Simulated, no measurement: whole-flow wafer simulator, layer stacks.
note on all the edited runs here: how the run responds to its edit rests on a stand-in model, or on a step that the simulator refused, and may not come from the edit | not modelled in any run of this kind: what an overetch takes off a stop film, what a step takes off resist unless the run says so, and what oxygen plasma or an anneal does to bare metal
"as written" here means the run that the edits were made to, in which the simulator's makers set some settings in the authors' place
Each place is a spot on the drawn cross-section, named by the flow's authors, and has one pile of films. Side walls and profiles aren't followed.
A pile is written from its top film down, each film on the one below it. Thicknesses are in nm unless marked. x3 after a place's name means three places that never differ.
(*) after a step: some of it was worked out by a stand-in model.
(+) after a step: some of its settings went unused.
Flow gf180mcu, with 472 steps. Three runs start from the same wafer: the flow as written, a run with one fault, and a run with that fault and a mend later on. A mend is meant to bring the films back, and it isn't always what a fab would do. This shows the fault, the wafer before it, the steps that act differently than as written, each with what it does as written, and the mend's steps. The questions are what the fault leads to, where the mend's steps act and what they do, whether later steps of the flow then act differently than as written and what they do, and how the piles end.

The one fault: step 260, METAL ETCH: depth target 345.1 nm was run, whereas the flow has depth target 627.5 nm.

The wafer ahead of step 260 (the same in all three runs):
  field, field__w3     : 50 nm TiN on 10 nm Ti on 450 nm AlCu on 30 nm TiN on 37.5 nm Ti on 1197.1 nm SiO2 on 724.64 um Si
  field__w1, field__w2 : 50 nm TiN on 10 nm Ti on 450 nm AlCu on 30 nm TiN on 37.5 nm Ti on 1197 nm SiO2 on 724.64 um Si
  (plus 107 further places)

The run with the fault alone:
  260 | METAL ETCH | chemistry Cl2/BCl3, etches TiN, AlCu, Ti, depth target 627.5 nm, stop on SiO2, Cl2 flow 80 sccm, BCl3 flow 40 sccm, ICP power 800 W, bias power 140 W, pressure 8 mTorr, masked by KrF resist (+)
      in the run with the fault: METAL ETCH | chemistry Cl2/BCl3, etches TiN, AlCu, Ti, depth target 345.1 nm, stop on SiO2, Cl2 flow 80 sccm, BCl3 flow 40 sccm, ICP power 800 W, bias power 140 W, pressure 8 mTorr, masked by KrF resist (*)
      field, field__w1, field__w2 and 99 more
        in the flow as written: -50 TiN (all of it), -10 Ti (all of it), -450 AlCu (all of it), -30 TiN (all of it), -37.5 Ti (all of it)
        in the run with the fault: -50 TiN (all of it), -10 Ti (all of it), -285.1 AlCu
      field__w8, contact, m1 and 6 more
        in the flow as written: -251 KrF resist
        in the run with the fault: -138 KrF resist
  Steps later in the flow that act otherwise than as written:
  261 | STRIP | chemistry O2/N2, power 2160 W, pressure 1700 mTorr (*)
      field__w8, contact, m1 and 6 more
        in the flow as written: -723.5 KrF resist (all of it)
        in the run with the fault: -836.5 KrF resist (all of it)
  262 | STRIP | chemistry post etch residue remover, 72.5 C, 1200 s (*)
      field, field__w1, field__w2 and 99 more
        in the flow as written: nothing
        in the run with the fault: -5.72 AlCu
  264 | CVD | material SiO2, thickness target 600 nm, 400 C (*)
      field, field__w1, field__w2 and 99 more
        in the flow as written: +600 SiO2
        in the run with the fault: +600 SiO2 (new film)
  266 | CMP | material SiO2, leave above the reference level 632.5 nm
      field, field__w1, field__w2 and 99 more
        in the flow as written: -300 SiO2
        in the run with the fault: -526.7 SiO2
  The piles end different from the flow's at field, field__w1, field__w2 and 100 more by more than 2% or 0.5 nm, whichever is larger.
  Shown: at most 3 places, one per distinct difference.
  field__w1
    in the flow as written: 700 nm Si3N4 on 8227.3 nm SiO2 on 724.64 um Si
    in the run with the fault: 700 nm Si3N4 on 6803.6 nm SiO2 on 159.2 nm AlCu on 30 nm TiN on 37.5 nm Ti on 1197 nm SiO2 on 724.64 um Si
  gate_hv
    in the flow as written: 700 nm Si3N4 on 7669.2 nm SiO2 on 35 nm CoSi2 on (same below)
    in the run with the fault: 700 nm Si3N4 on 6803.6 nm SiO2 on 159.2 nm AlCu on 30 nm TiN on 37.5 nm Ti on 638.9 nm SiO2 on 35 nm CoSi2 on (same below)
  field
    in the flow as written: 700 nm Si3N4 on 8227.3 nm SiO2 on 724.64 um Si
    in the run with the fault: 700 nm Si3N4 on 6803.6 nm SiO2 on 159.2 nm AlCu on 30 nm TiN on 37.5 nm Ti on 1197.1 nm SiO2 on 724.64 um Si

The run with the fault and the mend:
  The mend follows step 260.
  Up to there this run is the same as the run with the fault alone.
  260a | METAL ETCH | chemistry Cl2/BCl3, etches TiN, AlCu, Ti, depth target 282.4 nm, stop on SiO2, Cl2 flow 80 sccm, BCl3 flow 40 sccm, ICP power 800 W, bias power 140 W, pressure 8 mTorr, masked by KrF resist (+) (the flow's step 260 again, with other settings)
      field, field__w1, field__w2 and 99 more
        -164.9 AlCu (all of it), -30 TiN (all of it), -37.5 Ti (all of it)
      field__w8, contact, m1 and 6 more
        -113 KrF resist
  None of the later steps of the flow acts differently than as written at any place that is followed.
  By the end, the piles equal the flow's at every place that both follow.
